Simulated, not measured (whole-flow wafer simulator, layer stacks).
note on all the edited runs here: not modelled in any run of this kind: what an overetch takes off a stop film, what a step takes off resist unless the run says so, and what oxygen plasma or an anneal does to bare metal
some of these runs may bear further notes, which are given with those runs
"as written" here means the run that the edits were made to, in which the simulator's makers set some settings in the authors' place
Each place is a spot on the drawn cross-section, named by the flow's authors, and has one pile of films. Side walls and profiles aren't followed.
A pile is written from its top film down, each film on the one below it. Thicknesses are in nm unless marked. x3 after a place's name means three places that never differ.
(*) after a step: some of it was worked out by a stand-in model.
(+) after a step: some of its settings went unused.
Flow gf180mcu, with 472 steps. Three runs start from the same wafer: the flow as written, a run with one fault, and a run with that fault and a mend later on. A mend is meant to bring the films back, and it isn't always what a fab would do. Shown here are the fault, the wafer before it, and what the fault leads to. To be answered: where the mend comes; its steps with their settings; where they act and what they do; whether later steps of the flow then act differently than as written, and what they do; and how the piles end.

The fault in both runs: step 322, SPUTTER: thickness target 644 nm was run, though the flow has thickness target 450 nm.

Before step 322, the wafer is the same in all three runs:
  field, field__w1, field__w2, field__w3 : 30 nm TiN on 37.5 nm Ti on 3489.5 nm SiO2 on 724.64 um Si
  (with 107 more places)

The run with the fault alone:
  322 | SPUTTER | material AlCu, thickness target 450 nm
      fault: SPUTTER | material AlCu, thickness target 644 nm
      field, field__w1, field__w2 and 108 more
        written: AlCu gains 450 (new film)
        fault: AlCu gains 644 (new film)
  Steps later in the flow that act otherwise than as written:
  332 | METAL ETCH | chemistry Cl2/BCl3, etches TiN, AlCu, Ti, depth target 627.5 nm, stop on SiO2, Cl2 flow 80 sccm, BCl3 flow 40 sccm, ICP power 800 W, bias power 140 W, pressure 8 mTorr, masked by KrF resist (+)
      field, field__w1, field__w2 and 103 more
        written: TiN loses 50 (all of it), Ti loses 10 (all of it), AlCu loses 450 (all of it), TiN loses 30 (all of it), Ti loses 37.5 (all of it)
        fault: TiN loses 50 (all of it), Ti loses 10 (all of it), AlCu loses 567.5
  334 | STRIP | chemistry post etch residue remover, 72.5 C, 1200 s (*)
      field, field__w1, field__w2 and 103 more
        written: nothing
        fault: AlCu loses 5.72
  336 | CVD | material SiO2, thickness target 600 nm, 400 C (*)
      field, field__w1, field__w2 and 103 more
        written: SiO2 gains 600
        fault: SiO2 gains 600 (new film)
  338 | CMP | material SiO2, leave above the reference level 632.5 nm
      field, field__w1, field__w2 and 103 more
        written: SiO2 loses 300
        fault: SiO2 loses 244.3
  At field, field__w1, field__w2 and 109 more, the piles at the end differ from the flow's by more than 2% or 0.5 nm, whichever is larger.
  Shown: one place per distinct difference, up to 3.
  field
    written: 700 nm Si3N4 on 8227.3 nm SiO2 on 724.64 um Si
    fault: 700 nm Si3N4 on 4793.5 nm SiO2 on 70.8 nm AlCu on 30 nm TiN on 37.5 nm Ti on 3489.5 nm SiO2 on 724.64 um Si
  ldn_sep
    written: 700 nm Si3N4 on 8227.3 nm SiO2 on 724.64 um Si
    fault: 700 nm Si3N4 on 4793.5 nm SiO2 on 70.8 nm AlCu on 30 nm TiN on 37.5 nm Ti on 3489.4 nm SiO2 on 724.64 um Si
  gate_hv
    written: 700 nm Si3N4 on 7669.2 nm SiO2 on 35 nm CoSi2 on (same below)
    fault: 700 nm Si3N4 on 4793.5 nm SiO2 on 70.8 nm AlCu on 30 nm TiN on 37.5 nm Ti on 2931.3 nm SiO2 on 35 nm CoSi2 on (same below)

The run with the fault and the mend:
  The mend follows step 322.
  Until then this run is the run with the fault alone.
  322a | METAL ETCH | chemistry Cl2/BCl3, etches TiN, AlCu, Ti, depth target 194 nm, Cl2 flow 80 sccm, BCl3 flow 40 sccm, ICP power 800 W, bias power 140 W, pressure 8 mTorr (the flow's step 260 again, with other settings)
      field, field__w1, field__w2 and 108 more
        AlCu loses 194
  Every later step of the flow that is run acts as written at every place that is followed.
  The piles end the same as the flow's at every place that both follow.
